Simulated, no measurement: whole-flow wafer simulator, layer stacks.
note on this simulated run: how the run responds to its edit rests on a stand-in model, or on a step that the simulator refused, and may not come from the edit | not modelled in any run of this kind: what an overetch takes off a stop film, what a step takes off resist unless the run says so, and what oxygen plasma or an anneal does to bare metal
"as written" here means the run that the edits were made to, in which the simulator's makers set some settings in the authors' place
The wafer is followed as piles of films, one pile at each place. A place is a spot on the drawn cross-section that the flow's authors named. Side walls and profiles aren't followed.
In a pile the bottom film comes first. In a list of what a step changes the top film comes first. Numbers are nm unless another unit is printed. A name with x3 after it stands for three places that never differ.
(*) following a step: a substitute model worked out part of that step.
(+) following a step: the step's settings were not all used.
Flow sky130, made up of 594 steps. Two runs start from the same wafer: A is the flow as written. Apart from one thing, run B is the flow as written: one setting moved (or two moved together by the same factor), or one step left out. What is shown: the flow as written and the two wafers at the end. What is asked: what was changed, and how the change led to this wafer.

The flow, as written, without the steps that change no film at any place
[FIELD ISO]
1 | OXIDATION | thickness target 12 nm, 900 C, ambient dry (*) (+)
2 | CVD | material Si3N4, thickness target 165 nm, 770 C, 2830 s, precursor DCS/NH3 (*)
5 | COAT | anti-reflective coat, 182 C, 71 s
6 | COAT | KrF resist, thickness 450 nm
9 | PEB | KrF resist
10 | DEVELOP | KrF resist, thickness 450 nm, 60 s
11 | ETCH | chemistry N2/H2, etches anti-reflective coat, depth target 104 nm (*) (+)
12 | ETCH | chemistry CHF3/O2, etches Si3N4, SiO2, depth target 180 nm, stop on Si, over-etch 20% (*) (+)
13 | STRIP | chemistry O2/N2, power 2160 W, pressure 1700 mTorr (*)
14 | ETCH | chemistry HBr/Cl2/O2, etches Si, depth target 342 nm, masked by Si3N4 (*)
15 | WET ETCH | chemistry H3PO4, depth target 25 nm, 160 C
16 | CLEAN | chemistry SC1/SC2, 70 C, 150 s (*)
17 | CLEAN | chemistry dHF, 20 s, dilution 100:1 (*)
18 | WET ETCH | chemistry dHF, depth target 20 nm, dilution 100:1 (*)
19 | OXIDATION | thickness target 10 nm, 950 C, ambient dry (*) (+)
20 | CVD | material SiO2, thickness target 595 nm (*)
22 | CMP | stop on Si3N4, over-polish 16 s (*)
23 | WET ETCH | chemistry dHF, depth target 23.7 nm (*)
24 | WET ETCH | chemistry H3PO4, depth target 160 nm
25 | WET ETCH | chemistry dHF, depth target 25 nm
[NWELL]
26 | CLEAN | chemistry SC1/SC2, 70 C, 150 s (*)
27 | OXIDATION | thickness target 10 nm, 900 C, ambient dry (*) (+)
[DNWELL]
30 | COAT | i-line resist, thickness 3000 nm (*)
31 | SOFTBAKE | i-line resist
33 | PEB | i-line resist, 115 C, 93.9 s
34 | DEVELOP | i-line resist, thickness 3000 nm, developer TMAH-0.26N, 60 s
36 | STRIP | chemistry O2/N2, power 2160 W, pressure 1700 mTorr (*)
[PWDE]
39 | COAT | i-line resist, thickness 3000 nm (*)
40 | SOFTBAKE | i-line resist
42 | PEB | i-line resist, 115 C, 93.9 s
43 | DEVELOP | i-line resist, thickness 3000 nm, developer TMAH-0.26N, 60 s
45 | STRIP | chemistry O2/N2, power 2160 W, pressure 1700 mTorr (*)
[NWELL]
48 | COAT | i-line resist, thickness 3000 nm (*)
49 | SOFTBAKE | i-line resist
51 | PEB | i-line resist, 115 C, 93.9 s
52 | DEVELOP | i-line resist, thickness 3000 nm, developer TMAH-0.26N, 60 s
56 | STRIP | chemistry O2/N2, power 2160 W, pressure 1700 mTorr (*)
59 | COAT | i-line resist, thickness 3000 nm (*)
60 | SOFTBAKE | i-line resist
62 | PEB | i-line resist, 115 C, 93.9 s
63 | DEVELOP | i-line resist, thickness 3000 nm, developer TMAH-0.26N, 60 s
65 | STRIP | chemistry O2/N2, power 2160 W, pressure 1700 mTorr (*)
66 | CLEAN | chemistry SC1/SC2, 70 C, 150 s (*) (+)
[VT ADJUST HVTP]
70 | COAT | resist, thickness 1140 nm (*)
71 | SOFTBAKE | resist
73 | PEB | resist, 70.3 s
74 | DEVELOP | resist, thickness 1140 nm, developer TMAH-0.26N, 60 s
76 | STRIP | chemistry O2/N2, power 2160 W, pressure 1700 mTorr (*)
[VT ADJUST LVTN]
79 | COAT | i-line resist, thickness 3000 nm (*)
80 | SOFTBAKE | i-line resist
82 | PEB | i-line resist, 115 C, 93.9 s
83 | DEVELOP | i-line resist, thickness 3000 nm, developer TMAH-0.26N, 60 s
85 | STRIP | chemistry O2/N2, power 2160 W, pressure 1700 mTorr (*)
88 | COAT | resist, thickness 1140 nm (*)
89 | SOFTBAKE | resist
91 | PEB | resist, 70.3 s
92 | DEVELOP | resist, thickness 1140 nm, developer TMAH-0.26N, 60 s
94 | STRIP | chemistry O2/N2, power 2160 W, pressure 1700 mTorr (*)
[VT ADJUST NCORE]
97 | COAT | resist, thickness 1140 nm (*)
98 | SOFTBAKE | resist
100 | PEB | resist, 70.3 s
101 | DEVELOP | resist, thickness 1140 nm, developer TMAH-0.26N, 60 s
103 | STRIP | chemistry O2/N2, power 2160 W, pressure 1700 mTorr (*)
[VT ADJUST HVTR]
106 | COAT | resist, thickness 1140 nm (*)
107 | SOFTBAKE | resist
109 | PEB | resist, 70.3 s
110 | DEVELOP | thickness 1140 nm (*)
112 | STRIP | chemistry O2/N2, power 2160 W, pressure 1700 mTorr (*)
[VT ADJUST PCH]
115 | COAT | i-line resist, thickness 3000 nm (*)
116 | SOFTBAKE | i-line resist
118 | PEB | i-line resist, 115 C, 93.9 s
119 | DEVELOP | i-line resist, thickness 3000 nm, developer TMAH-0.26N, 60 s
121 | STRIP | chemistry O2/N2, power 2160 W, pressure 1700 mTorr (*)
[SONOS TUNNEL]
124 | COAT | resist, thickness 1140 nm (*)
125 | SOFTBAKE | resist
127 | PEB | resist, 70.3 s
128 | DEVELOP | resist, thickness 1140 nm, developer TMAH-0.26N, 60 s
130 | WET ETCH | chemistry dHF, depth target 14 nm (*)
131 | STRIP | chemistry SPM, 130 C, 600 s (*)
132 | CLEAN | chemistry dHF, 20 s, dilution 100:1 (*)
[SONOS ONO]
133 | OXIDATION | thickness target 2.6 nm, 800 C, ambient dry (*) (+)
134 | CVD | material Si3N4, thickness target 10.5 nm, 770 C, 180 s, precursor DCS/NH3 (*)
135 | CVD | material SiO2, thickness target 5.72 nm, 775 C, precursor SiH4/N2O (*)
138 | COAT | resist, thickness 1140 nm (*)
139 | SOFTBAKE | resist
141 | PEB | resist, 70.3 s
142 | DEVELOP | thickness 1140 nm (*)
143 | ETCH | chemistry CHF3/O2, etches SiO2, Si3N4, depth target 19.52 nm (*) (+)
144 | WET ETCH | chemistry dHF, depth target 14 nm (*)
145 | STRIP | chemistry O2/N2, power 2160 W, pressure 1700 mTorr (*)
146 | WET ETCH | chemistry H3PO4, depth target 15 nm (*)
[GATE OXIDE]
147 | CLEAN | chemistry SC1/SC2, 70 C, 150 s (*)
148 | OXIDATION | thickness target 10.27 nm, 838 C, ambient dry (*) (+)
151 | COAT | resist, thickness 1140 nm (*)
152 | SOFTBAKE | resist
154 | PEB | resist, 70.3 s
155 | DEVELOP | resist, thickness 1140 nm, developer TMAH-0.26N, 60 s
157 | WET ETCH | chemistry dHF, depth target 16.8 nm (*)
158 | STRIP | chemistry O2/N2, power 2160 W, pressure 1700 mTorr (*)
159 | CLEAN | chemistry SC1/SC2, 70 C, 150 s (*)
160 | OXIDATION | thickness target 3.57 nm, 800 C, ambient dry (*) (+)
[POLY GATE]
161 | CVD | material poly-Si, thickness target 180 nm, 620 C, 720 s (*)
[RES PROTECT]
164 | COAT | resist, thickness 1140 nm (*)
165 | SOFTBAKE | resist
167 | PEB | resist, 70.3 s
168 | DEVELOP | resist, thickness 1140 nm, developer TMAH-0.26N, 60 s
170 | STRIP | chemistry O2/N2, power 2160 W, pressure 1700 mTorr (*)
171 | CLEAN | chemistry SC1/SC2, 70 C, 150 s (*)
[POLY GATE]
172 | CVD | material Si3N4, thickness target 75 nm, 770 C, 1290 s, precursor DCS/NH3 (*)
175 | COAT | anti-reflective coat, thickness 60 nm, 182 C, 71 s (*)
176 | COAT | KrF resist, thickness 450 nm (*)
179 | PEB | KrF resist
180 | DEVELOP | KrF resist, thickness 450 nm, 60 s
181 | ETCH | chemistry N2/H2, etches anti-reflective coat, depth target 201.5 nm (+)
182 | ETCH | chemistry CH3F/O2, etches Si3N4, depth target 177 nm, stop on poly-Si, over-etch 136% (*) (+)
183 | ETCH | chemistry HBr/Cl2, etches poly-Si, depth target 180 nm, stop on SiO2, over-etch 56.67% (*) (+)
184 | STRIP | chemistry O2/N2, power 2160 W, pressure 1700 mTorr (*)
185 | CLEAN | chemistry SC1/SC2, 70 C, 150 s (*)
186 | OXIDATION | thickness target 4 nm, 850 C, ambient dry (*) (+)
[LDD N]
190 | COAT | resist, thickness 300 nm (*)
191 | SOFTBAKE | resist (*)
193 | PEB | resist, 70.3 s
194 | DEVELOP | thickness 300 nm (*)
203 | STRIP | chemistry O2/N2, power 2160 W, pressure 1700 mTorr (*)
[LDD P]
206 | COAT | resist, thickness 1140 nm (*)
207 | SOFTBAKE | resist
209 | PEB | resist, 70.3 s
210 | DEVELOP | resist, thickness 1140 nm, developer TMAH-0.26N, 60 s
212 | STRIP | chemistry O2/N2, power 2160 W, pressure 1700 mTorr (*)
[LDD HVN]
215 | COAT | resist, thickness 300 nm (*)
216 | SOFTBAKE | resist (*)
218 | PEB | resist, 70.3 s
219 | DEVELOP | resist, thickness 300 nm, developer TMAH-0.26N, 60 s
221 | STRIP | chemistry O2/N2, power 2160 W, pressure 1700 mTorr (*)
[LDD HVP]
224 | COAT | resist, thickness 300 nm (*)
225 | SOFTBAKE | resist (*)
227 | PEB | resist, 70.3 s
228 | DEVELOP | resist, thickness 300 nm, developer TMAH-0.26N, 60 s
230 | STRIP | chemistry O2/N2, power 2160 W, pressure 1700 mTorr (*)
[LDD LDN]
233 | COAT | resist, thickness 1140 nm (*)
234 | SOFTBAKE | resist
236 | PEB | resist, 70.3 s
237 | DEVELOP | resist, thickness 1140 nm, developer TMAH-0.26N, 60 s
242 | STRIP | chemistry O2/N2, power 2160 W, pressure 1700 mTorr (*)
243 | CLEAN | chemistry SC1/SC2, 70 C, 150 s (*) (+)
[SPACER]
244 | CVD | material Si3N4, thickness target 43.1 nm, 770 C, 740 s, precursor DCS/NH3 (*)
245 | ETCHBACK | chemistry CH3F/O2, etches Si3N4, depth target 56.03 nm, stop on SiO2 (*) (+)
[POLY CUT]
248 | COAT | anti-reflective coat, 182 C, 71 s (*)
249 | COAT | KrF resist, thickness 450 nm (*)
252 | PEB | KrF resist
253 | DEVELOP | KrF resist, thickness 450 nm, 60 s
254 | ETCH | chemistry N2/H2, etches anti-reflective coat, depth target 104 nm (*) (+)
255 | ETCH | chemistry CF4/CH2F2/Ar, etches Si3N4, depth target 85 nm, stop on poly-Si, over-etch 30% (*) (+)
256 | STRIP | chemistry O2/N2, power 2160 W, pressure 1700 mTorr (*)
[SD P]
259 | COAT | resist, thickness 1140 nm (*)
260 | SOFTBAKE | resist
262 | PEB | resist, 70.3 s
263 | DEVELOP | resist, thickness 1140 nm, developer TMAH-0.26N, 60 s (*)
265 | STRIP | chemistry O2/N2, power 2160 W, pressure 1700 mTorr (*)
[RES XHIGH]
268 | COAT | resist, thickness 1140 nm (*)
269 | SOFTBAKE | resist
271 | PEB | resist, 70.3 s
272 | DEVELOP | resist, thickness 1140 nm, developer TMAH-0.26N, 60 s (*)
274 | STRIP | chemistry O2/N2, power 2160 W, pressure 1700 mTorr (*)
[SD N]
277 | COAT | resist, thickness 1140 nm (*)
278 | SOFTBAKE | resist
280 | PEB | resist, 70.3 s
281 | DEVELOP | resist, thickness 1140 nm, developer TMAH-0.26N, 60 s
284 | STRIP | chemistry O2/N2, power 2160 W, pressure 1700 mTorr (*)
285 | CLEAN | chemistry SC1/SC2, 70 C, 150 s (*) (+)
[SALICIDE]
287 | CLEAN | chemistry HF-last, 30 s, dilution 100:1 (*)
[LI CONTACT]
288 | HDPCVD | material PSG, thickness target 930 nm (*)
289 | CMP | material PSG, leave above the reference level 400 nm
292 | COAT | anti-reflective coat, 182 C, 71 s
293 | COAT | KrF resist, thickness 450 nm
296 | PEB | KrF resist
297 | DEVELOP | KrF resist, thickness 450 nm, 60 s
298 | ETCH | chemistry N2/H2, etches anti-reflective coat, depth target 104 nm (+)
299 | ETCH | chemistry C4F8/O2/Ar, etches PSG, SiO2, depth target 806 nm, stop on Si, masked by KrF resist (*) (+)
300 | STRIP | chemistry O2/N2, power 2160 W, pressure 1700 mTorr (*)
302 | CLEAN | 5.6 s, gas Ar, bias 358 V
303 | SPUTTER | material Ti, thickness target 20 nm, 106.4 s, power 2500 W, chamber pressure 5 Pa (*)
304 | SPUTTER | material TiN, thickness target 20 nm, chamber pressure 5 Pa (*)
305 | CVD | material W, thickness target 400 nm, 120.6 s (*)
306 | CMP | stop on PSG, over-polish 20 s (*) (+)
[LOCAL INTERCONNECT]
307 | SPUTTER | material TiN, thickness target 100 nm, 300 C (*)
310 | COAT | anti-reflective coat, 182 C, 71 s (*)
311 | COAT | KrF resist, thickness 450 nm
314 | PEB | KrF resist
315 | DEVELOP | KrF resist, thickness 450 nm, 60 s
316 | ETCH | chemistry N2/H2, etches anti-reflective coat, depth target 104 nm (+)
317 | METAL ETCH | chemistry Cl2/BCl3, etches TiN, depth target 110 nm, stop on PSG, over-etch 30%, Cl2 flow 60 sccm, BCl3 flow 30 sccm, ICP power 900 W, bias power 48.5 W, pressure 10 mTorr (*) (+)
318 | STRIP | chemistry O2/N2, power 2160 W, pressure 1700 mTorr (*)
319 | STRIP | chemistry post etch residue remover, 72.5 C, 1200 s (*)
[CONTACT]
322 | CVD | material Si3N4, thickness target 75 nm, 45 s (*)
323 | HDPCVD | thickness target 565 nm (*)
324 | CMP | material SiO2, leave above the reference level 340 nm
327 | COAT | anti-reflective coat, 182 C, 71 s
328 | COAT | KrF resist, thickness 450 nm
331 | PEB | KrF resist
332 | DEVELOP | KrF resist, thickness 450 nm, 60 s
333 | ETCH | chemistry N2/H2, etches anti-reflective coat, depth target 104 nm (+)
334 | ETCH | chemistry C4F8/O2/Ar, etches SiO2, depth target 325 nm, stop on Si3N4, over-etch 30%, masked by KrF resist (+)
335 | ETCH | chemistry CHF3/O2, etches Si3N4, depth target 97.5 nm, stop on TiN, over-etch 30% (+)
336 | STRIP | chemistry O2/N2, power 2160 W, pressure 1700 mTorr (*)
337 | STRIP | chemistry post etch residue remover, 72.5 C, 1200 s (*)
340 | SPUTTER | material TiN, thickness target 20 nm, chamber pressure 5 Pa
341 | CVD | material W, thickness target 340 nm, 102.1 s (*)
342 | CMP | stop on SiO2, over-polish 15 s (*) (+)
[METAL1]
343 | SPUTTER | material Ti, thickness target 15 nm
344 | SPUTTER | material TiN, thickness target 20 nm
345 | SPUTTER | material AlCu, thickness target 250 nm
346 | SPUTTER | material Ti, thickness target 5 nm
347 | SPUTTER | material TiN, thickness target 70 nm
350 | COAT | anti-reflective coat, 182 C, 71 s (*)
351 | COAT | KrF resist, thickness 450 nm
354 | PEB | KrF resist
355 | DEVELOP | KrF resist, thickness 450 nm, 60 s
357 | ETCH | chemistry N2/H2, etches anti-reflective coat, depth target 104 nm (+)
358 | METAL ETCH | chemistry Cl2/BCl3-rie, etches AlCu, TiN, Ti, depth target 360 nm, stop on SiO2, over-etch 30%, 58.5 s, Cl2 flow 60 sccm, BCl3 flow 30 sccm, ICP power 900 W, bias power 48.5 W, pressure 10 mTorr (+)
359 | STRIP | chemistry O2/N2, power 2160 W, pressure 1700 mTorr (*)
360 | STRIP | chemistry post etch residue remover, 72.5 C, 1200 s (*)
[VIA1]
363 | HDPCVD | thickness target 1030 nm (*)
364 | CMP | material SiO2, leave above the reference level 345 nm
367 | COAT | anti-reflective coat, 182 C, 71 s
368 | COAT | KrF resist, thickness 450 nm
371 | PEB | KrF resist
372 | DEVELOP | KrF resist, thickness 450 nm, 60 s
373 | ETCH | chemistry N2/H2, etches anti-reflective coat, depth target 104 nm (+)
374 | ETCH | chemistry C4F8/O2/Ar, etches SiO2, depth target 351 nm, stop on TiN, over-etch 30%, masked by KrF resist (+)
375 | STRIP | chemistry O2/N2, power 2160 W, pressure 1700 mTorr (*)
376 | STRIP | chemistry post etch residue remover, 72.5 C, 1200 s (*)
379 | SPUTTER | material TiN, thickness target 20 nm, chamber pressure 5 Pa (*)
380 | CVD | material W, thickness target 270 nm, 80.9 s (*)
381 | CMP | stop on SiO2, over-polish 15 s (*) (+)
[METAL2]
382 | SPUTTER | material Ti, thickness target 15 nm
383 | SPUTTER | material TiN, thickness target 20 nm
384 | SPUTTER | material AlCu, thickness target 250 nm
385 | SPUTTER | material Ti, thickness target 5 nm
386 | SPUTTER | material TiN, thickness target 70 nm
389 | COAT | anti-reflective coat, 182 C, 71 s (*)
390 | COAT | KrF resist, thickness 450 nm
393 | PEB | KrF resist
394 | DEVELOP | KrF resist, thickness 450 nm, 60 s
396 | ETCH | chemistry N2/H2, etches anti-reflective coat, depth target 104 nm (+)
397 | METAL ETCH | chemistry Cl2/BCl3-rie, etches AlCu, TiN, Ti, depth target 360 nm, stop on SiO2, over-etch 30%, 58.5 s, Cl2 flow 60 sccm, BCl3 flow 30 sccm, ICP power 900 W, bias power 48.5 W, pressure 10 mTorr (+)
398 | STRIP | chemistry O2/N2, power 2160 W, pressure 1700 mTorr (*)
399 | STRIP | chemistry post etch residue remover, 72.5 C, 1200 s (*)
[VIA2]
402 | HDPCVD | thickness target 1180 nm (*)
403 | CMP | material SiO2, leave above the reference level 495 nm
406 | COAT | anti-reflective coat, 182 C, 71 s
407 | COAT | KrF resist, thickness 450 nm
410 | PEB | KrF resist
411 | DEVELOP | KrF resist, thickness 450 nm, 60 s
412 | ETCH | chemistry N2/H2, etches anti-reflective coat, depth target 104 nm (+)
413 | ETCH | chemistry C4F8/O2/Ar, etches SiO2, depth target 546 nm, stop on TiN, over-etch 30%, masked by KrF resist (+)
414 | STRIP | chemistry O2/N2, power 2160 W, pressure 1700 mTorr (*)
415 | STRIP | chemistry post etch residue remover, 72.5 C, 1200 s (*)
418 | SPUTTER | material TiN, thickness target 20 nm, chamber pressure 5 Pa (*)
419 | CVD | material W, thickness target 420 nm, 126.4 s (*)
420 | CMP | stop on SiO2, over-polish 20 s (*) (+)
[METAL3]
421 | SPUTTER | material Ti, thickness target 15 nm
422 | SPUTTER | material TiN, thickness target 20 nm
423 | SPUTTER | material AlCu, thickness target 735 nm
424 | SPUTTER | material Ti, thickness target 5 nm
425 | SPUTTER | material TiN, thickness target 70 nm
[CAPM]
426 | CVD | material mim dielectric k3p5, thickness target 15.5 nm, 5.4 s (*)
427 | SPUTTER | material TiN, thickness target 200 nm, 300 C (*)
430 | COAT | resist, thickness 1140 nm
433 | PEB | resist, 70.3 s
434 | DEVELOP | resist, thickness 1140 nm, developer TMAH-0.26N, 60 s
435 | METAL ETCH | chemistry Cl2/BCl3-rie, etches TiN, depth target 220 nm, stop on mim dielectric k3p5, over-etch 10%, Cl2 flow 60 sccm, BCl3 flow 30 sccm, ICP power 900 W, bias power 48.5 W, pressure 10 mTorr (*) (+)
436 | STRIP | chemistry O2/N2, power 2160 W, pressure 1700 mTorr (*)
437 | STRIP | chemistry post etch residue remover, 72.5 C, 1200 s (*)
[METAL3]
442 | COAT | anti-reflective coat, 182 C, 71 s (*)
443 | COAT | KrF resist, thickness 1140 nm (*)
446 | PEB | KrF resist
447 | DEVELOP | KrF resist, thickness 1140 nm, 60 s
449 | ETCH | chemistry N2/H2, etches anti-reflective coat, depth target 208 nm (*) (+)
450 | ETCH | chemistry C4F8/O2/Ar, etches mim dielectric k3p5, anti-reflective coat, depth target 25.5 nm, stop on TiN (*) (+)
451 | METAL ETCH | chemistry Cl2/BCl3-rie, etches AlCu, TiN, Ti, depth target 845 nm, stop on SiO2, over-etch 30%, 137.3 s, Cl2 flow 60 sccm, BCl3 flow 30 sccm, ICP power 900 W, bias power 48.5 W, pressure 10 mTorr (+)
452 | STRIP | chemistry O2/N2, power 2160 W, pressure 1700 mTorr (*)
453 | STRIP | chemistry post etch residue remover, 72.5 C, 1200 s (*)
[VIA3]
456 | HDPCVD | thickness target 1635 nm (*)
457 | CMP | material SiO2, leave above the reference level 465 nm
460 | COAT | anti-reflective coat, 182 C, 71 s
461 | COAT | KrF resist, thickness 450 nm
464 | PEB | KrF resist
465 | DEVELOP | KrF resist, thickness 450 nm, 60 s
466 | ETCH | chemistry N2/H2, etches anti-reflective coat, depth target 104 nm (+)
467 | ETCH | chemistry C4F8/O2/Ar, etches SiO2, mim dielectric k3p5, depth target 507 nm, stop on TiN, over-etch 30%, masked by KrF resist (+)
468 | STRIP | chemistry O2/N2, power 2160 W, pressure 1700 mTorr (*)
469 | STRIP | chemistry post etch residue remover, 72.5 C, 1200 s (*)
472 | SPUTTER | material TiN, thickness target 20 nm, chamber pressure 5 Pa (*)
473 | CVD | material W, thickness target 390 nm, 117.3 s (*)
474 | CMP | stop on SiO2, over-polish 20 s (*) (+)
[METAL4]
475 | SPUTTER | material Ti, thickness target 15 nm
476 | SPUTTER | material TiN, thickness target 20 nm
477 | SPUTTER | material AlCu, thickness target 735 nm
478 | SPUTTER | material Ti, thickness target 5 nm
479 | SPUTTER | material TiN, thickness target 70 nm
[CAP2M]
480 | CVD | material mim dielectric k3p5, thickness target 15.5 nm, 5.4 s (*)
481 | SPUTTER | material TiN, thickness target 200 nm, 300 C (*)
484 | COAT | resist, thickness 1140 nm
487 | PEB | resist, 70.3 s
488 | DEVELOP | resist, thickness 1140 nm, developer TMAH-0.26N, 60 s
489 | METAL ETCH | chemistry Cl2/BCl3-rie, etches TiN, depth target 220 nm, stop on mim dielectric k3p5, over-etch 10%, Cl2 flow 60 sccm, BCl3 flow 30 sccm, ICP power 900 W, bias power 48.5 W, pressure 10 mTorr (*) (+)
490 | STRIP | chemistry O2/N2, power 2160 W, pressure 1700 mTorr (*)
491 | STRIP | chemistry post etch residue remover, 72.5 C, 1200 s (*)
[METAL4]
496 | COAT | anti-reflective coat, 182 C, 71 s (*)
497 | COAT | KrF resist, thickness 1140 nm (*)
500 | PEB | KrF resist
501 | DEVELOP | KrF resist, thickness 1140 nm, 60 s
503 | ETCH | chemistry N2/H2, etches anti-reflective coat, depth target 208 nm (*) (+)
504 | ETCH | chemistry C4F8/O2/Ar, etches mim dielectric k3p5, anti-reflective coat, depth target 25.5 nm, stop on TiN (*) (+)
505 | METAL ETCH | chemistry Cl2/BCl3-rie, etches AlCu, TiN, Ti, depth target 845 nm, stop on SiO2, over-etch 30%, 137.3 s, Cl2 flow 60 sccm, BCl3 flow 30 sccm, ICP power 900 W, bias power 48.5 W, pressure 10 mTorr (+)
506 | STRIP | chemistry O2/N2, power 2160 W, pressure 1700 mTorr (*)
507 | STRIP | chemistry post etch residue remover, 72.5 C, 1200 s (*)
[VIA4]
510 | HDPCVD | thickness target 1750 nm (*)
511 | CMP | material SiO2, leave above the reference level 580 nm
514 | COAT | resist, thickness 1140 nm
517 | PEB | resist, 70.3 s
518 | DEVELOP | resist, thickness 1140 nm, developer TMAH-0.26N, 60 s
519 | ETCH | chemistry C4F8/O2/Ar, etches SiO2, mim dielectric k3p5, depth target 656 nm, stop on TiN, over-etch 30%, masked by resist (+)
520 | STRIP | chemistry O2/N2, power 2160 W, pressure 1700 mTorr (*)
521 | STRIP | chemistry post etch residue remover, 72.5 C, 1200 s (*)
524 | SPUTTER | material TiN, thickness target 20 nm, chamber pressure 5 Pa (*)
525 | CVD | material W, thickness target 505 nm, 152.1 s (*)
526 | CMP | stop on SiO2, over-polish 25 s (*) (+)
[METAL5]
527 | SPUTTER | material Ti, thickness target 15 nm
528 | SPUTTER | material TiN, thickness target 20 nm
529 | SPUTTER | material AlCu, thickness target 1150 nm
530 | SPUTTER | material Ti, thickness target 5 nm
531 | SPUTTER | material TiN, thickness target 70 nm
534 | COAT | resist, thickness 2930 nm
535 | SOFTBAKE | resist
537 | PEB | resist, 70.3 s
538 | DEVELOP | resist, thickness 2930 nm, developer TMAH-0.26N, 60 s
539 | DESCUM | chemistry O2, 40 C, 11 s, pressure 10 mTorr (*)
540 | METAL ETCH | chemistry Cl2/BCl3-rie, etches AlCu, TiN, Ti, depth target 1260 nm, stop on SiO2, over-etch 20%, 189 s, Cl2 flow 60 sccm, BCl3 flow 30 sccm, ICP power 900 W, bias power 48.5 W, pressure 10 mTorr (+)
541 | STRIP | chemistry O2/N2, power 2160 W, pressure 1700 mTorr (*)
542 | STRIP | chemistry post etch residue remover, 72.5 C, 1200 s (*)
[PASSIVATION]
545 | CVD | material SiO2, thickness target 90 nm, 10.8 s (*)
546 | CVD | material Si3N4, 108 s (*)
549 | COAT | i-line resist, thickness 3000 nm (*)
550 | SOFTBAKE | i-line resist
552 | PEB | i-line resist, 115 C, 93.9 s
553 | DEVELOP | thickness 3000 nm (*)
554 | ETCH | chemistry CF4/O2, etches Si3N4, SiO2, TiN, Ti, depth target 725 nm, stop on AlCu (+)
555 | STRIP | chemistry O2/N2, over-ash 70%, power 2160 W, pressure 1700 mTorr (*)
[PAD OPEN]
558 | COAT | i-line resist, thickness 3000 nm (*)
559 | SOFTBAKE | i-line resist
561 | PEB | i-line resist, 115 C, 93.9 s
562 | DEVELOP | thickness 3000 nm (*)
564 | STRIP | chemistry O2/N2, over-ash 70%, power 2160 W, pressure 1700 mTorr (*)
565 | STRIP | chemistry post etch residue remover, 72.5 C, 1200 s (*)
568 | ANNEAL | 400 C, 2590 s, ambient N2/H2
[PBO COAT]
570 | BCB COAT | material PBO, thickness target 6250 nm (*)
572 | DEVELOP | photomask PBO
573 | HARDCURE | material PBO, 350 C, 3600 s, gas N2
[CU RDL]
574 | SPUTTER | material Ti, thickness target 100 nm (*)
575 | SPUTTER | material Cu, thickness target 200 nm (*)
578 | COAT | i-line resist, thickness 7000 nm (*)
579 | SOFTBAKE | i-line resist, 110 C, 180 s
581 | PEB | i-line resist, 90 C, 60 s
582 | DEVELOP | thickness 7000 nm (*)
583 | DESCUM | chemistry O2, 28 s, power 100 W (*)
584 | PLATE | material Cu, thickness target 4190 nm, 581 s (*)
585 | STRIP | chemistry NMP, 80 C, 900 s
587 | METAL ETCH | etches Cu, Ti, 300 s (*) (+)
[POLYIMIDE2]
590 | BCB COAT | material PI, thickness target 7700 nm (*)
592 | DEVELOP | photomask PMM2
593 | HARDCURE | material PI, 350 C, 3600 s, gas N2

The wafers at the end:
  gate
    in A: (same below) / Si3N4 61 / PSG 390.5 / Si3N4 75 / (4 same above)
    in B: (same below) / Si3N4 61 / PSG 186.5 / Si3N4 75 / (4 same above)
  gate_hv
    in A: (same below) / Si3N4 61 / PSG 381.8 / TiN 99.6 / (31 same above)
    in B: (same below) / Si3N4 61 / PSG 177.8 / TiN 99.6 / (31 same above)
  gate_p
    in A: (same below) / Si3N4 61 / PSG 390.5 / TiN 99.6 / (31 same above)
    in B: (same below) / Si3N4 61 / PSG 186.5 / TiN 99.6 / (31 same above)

What caused this: step 289, CMP: leave above the reference level 196 nm was run, while the flow as written has leave above the reference level 400 nm.

How this came from the change, step by step:
  289 | CMP | material PSG, leave above the reference level 400 nm
      gate, spacer, gate_p and 34 more: A -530 PSG | B -734 PSG
      mim, vpp_sp, vpp_ln and 30 more: A -333.9 PSG | B -537.9 PSG
      (also at 122 further places)
  299 | ETCH | chemistry C4F8/O2/Ar, etches PSG, SiO2, depth target 806 nm, stop on Si, masked by KrF resist (*) (+)
      field, active, n_well and 184 more: A -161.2 KrF resist | B -132.2 KrF resist
      contact, ndiff_licon, ndiff_licon_cpp: A -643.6 PSG (all of it), -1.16 SiO2 (all of it) | B -439.6 PSG (all of it), -1.16 SiO2 (all of it)
      (also at 2 further places)
  300 | STRIP | chemistry O2/N2, power 2160 W, pressure 1700 mTorr (*)
      field, active, n_well and 184 more: A -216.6 KrF resist (all of it), -80 anti-reflective coat (all of it) | B -245.6 KrF resist (all of it), -80 anti-reflective coat (all of it)
  303 | SPUTTER | material Ti, thickness target 20 nm, 106.4 s, power 2500 W, chamber pressure 5 Pa (*)
      ndiff_licon: A +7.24 Ti (new film) | B +9.96 Ti (new film)
      ndiff_licon_cpp: A +6.53 Ti (new film) | B +8.98 Ti (new film)
      (also at 1 further place)
  304 | SPUTTER | material TiN, thickness target 20 nm, chamber pressure 5 Pa (*)
      ndiff_licon: A +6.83 TiN (new film) | B +9.54 TiN (new film)
      ndiff_licon_cpp: A +6.17 TiN (new film) | B +8.62 TiN (new film)
      (also at 1 further place)
  305 | CVD | material W, thickness target 400 nm, 120.6 s (*)
      ndiff_licon: A +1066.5 W (new film) | B +857.1 W (new film)
      ndiff_licon_cpp: A +1067.9 W (new film) | B +859 W (new film)
      (also at 1 further place)
  306 | CMP | stop on PSG, over-polish 20 s (*) (+)
      poly_licon: A -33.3 W | B -237.3 W
